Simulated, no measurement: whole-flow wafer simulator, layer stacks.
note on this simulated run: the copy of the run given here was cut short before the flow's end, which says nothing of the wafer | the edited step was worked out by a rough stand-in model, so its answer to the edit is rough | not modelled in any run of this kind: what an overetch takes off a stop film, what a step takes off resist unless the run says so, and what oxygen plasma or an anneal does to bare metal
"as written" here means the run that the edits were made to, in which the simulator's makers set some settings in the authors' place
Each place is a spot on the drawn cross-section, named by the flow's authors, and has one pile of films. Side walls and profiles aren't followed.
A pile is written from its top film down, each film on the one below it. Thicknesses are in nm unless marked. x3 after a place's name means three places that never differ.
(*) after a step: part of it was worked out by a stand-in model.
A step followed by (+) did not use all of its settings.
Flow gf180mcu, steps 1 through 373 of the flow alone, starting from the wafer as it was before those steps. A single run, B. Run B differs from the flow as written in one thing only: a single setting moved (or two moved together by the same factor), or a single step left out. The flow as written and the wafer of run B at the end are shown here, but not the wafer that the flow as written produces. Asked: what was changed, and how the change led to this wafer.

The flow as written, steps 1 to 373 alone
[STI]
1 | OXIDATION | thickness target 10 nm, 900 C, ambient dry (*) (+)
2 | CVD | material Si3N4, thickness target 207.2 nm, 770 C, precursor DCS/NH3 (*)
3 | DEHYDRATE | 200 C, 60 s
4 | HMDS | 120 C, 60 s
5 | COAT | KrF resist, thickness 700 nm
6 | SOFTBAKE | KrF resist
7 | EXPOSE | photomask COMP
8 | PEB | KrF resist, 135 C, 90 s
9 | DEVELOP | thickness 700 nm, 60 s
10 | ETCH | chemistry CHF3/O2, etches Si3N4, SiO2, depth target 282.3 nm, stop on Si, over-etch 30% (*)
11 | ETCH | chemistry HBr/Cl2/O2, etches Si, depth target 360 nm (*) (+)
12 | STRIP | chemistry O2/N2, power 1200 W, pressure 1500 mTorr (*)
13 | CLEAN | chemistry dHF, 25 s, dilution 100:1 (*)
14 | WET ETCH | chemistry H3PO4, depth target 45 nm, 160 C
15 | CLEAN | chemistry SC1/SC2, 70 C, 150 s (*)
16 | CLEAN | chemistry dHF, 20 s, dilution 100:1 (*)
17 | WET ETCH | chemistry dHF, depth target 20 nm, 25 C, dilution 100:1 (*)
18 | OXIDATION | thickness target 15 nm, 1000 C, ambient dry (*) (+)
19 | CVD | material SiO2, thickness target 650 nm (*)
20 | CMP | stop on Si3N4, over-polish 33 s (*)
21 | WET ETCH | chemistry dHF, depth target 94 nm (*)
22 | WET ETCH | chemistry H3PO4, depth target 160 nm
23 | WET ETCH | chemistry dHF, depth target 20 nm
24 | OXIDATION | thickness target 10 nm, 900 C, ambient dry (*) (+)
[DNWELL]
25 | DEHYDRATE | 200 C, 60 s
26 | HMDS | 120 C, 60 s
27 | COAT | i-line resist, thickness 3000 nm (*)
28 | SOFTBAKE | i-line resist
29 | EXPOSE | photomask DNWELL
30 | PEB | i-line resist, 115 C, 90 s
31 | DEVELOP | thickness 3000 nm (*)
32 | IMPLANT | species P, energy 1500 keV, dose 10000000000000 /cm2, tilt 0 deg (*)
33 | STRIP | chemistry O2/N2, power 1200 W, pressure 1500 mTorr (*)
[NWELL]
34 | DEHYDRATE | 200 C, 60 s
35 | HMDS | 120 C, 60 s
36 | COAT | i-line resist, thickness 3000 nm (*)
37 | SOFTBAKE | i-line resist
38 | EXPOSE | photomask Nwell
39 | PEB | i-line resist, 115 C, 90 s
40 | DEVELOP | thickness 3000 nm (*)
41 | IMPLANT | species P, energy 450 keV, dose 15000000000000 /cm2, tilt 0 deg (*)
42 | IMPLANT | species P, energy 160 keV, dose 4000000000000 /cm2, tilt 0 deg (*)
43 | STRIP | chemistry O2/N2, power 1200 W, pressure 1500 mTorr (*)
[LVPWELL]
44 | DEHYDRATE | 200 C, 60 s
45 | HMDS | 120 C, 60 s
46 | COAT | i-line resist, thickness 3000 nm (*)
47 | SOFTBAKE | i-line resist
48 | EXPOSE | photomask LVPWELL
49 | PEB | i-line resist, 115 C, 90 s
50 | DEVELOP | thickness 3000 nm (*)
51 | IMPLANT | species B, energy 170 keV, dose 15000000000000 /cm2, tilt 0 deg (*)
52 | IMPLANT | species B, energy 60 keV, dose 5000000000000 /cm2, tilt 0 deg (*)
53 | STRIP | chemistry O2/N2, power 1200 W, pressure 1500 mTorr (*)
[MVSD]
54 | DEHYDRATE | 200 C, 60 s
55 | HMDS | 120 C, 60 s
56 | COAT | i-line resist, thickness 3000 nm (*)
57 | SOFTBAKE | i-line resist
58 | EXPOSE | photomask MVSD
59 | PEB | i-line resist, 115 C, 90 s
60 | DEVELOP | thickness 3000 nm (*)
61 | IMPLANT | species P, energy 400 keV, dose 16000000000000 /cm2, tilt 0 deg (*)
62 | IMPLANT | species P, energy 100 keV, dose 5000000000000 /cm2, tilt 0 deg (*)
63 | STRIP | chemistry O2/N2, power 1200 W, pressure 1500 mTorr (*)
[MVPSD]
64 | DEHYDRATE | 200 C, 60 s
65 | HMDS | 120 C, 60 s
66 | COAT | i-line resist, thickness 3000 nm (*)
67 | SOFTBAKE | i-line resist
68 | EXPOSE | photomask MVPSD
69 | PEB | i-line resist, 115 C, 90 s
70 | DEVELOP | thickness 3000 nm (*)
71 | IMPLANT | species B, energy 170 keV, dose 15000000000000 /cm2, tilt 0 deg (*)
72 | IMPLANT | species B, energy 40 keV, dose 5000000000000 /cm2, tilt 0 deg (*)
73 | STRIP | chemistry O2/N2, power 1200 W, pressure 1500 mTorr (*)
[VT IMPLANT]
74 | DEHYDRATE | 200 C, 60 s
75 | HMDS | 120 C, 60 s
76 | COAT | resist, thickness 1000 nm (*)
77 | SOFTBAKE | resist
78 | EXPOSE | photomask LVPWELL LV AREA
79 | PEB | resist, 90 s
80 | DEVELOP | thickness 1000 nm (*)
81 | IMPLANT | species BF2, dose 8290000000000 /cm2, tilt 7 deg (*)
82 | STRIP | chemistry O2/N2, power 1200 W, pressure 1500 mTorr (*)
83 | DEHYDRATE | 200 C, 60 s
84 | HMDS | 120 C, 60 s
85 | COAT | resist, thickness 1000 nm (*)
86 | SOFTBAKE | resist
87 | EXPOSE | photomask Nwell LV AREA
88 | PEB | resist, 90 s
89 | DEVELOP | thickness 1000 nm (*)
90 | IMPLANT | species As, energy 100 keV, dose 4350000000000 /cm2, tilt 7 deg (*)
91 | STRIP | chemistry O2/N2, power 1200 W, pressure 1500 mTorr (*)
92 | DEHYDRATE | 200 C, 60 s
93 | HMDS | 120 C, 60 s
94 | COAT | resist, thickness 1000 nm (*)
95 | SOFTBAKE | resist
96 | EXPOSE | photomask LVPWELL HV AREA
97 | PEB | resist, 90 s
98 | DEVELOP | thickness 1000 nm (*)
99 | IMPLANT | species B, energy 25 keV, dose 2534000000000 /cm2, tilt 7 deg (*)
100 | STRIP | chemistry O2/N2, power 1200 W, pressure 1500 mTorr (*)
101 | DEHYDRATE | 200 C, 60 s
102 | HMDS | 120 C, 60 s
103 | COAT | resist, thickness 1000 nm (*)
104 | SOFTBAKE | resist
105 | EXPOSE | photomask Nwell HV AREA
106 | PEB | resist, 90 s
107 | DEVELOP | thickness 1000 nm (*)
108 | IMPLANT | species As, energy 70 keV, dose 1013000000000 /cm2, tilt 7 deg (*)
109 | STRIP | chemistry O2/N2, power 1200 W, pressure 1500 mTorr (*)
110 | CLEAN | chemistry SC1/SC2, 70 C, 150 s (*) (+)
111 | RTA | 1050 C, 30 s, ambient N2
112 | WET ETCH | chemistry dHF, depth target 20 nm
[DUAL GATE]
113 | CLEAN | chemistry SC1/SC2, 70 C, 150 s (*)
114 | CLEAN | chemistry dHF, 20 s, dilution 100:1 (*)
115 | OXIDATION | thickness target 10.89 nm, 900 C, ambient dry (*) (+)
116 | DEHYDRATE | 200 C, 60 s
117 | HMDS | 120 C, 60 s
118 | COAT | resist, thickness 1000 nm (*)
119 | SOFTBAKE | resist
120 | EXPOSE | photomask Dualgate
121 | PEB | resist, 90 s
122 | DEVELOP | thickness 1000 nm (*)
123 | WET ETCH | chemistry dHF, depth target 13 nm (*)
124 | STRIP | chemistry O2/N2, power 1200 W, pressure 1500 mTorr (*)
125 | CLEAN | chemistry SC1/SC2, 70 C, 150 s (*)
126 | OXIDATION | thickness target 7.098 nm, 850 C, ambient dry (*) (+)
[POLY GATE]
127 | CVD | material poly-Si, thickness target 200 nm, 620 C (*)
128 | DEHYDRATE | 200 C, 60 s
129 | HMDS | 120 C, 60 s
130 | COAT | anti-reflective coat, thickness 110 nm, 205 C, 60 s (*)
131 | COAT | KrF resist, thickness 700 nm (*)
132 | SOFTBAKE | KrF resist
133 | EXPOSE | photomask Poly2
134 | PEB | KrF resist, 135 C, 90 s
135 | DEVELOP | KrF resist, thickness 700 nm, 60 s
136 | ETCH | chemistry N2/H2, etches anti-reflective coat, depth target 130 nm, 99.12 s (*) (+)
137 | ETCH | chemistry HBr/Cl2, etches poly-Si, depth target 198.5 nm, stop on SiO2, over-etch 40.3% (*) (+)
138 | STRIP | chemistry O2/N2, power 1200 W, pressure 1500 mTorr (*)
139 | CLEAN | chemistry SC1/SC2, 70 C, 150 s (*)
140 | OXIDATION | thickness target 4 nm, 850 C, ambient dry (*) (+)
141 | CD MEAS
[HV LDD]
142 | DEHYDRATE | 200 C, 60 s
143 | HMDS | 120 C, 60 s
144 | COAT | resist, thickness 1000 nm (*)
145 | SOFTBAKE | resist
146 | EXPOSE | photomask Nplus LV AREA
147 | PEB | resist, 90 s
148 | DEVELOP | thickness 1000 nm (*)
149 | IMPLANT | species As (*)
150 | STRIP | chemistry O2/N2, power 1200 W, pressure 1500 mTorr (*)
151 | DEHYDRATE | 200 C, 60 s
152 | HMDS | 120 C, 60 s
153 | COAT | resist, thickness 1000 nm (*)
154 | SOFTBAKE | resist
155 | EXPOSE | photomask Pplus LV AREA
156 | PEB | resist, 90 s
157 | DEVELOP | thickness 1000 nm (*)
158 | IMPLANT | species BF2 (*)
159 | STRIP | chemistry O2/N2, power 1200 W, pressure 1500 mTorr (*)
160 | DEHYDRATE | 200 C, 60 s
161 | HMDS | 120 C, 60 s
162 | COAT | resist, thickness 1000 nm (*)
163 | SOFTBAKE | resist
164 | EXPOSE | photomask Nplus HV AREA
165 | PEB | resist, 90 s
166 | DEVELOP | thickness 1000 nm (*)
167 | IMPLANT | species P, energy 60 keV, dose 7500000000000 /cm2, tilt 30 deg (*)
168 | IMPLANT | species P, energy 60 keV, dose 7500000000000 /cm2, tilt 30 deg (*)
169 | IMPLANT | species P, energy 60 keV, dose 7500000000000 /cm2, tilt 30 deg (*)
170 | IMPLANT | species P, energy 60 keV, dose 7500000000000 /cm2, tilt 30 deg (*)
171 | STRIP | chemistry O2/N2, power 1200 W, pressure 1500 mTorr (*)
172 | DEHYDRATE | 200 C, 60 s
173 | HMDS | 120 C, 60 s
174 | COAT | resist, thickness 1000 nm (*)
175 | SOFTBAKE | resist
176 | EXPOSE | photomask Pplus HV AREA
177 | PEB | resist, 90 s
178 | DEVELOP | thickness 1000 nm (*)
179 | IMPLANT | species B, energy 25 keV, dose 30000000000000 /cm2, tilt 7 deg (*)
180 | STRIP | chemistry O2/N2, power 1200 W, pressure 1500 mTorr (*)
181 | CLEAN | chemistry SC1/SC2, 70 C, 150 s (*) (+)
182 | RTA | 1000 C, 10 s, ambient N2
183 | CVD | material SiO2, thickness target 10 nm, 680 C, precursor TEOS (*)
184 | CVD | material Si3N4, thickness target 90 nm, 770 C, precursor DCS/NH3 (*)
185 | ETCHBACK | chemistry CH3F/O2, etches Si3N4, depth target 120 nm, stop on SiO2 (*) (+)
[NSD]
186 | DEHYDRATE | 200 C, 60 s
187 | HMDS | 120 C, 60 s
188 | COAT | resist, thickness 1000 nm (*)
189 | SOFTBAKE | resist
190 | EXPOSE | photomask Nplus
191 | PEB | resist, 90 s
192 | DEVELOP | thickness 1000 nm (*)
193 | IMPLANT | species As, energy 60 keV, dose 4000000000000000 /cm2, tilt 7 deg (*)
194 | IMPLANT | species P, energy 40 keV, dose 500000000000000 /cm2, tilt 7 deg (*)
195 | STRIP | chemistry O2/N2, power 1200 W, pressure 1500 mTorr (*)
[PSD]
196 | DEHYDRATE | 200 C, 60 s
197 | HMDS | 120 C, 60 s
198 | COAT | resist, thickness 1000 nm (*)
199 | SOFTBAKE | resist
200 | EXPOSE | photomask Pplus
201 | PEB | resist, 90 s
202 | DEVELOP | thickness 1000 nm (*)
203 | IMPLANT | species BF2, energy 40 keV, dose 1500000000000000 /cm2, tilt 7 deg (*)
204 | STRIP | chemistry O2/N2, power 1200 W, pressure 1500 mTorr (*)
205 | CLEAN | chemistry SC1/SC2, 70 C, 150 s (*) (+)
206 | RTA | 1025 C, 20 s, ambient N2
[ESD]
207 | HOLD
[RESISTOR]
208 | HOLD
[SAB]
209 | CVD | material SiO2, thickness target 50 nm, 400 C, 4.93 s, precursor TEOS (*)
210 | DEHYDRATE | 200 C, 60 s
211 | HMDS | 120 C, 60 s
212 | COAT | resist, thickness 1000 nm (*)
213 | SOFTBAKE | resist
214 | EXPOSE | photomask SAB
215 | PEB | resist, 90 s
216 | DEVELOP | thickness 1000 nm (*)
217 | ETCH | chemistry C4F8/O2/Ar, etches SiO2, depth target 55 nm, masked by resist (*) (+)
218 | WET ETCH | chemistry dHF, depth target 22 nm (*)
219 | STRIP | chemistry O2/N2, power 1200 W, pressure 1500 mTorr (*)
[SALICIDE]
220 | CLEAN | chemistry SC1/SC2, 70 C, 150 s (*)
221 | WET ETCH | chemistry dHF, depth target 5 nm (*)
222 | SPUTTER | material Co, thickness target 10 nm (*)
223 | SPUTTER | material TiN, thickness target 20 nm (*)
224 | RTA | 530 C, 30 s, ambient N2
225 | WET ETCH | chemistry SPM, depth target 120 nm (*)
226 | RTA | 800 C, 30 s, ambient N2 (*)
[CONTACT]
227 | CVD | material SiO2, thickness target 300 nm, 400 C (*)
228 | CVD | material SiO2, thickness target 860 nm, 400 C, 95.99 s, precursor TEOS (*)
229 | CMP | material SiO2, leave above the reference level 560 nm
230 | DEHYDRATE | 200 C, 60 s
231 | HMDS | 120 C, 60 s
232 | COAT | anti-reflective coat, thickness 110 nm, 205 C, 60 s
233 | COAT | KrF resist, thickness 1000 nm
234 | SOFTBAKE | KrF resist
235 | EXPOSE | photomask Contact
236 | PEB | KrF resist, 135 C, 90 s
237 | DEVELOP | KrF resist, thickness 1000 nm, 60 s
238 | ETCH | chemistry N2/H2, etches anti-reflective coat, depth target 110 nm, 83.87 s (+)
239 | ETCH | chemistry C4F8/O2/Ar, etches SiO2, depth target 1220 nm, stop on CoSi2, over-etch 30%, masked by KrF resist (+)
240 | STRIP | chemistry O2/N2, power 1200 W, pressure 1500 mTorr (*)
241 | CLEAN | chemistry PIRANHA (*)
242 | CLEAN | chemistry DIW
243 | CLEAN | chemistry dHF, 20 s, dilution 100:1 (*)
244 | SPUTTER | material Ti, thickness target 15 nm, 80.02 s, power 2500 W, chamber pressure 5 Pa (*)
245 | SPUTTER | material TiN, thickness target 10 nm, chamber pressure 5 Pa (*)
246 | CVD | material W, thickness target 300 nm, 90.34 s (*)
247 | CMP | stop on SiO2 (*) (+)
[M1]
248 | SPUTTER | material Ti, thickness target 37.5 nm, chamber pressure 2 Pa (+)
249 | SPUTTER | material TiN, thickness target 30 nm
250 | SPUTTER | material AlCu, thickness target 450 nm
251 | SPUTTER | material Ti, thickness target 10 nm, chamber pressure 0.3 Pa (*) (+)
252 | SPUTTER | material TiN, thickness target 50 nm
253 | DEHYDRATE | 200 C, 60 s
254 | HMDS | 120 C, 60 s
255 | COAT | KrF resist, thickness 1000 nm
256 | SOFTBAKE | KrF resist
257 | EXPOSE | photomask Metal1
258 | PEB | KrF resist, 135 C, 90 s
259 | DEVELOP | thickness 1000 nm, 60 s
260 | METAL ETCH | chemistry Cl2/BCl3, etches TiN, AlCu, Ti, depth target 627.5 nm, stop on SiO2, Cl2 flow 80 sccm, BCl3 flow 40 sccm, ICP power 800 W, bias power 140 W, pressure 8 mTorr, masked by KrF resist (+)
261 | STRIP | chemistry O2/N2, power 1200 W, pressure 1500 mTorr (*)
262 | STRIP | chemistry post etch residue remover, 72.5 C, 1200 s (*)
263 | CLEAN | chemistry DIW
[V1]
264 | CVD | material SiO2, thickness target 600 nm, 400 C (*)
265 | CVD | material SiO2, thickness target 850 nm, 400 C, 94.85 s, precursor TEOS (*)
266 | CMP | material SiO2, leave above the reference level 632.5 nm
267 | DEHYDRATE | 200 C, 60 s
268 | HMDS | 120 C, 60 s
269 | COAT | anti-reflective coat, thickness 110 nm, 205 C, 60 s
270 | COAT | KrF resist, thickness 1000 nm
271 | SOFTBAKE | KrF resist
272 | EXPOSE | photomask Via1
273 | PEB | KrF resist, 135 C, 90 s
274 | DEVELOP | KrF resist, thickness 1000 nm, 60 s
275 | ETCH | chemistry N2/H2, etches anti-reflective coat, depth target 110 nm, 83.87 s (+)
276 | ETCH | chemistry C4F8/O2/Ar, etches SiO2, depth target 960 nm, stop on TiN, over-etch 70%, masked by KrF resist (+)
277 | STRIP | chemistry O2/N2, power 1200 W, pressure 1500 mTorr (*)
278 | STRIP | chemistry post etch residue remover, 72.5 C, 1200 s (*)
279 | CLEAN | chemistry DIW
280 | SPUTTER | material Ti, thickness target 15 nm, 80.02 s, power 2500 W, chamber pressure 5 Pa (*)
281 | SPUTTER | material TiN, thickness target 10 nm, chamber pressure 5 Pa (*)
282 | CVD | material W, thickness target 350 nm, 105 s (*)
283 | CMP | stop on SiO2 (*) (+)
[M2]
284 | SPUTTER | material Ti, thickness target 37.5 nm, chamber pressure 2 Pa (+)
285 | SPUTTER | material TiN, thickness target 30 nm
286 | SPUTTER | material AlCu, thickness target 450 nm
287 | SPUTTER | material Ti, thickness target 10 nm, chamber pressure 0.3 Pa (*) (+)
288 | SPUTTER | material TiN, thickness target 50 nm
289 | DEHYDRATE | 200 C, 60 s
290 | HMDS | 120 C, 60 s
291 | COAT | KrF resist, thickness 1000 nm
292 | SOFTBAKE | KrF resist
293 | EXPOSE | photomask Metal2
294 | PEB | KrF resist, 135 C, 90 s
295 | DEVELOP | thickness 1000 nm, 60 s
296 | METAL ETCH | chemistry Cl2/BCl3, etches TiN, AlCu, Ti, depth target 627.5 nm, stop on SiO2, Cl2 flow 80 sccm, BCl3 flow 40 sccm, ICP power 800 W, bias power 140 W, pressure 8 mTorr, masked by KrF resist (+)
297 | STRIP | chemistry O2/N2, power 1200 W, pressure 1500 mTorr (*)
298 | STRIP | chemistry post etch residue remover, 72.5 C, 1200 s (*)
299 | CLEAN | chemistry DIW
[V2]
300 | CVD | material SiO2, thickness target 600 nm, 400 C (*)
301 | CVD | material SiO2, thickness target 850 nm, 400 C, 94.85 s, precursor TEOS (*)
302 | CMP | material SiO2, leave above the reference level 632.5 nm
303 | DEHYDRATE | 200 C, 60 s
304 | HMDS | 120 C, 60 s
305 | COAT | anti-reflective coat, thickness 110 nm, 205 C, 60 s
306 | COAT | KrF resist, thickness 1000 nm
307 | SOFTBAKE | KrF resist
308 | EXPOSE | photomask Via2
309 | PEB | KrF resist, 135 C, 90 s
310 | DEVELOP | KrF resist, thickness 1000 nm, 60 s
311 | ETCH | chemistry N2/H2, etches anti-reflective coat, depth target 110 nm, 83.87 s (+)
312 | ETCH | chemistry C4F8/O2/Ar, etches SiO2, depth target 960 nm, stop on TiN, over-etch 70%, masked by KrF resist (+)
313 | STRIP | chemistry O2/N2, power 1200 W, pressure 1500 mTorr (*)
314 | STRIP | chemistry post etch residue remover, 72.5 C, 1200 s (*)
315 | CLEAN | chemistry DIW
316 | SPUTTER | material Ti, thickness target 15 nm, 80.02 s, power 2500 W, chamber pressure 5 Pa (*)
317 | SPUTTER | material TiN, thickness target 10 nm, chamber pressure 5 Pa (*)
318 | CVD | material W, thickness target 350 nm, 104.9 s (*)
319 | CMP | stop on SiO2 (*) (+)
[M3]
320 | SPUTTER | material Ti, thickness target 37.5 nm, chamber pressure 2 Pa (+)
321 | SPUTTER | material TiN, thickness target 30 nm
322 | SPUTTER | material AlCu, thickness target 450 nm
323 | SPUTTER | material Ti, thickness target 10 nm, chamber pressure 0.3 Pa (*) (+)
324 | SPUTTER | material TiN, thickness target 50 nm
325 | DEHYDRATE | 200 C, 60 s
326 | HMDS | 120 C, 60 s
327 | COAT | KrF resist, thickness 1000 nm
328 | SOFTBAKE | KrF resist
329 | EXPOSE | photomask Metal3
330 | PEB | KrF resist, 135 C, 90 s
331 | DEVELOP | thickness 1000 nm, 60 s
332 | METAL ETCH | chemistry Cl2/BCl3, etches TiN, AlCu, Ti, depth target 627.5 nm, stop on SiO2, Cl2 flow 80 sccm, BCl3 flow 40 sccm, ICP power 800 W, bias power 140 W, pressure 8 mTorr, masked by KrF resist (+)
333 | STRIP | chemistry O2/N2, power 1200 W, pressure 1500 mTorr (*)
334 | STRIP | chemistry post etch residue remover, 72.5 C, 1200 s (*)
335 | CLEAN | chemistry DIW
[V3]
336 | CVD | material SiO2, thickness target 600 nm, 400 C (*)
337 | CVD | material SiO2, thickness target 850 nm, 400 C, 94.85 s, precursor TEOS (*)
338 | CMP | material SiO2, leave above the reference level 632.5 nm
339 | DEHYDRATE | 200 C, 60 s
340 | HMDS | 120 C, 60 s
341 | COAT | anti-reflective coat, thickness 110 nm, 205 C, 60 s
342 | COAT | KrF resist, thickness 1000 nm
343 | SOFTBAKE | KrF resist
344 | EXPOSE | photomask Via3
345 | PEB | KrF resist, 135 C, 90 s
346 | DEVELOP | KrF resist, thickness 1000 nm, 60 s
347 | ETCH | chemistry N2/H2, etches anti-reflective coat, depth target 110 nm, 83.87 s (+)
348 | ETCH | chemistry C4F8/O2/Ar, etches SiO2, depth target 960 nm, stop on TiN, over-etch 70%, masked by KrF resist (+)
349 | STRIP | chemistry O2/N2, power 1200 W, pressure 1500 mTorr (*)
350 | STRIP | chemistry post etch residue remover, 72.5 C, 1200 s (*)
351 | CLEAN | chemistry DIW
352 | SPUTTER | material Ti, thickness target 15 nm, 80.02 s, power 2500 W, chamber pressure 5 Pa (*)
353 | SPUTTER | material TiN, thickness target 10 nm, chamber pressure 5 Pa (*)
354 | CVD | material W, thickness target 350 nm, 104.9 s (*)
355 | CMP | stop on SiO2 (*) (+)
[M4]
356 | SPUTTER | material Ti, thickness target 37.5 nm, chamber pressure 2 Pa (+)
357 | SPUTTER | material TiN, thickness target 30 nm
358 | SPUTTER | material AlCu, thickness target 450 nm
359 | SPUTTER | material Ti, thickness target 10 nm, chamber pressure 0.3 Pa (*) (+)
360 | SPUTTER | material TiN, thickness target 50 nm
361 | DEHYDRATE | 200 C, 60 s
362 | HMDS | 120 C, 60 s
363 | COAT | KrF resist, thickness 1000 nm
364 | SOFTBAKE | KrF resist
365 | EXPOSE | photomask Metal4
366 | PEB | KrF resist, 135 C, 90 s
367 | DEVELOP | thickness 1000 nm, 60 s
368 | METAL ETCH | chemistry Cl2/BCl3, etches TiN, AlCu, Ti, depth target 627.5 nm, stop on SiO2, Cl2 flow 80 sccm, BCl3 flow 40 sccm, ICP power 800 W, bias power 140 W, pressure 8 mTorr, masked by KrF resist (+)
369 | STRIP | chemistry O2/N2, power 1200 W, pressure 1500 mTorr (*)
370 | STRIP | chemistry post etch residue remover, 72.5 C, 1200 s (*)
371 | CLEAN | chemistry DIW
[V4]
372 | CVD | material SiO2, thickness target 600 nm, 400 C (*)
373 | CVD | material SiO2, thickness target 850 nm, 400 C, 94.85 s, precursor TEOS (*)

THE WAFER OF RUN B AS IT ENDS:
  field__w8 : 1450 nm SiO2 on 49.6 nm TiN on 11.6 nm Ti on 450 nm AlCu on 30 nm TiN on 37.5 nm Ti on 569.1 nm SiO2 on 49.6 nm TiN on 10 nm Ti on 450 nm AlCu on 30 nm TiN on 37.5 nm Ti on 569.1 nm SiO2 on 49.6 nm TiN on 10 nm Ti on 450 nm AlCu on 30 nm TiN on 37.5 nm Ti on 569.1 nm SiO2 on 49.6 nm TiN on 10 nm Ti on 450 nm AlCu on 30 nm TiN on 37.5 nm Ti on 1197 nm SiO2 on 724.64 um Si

The reason: step 359, SPUTTER: thickness target 11.6 nm was run, whereas the flow has thickness target 10 nm.
The wafer itself shows it: field__w8 has Ti 11.6, and step 359 as written asks for 10 nm.

The path from the change to this, step by step:
  359 | SPUTTER | material Ti, thickness target 10 nm, chamber pressure 0.3 Pa (*) (+)
      field, field__w1, field__w2 and 108 more: Ti gains 11.6 (new film) (in the flow as written it would be: Ti gains 10 (new film))
  368 | METAL ETCH | chemistry Cl2/BCl3, etches TiN, AlCu, Ti, depth target 627.5 nm, stop on SiO2, Cl2 flow 80 sccm, BCl3 flow 40 sccm, ICP power 800 W, bias power 140 W, pressure 8 mTorr, masked by KrF resist (+)
      field, field__w1, field__w2 and 103 more: TiN loses 50 (all of it), Ti loses 11.6 (all of it), AlCu loses 450 (all of it), TiN loses 30 (all of it), Ti loses 37.5 (all of it) (in the flow as written it would be: TiN loses 50 (all of it), Ti loses 10 (all of it), AlCu loses 450 (all of it), TiN loses 30 (all of it), Ti loses 37.5 (all of it))
